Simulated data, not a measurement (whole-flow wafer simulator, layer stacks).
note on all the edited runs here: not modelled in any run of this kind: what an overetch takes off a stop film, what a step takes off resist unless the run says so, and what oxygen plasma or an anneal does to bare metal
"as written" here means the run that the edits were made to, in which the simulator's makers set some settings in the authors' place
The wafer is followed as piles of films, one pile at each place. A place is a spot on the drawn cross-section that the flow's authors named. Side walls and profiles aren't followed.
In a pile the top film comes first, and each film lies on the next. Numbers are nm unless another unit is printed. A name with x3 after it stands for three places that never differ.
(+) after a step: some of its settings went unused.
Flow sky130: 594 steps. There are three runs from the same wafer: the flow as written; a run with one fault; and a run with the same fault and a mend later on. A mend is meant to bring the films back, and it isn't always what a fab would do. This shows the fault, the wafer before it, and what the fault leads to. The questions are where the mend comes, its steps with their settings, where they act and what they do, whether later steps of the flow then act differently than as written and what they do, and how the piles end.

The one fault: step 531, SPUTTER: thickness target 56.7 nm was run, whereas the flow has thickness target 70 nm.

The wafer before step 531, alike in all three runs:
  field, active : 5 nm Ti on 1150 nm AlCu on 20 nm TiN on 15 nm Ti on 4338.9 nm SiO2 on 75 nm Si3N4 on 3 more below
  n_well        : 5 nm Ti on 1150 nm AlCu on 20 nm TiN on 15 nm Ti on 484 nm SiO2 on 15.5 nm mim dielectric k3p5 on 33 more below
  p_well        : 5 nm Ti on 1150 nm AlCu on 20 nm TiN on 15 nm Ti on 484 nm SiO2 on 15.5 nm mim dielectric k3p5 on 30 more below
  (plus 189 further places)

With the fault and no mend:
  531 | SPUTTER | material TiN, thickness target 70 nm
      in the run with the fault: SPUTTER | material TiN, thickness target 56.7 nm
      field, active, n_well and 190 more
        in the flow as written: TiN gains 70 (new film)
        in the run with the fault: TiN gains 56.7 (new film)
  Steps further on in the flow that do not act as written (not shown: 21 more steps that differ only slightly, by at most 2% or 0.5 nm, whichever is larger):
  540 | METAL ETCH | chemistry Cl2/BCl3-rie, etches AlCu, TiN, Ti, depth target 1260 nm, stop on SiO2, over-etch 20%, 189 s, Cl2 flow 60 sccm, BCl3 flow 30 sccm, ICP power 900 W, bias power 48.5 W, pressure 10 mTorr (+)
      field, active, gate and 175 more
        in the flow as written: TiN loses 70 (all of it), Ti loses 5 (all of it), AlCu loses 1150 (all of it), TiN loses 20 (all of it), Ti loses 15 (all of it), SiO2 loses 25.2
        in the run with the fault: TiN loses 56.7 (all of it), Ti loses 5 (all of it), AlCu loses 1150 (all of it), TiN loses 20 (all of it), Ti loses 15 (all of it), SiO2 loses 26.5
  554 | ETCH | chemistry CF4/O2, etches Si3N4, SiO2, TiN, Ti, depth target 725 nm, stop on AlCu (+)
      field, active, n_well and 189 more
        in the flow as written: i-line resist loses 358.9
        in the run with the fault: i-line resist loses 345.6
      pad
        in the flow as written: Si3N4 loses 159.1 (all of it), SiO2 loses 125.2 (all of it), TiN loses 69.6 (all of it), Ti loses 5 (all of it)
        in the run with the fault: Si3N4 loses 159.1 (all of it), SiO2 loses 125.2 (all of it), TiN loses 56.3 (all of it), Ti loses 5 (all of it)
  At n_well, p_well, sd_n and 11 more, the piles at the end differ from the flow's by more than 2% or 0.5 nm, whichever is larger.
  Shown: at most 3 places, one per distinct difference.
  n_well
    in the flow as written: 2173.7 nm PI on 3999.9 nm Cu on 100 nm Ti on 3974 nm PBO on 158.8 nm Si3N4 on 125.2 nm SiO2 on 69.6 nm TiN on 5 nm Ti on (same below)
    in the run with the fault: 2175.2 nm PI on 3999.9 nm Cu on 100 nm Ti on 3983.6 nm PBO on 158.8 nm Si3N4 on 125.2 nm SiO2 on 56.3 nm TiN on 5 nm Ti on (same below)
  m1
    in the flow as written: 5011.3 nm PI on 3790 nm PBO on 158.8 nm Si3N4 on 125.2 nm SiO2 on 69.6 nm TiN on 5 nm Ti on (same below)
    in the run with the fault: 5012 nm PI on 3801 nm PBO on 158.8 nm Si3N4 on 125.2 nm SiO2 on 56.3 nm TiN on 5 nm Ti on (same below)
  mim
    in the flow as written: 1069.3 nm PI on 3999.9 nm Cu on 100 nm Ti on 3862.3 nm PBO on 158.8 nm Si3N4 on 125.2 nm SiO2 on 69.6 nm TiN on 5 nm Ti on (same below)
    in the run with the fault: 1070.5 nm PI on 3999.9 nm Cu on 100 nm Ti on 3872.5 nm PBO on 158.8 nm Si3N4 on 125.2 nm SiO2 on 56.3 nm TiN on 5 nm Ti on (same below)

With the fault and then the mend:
  After step 531 comes the mend.
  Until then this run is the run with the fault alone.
  531a | SPUTTER | material TiN, thickness target 13.3 nm (a further turn of the flow's step 531, with different settings)
      field, active, n_well and 190 more
        TiN gains 13.3
  Every later step of the flow that is run acts as written at every place that is followed.
  At every place that both follow, the piles at the end match the flow's.
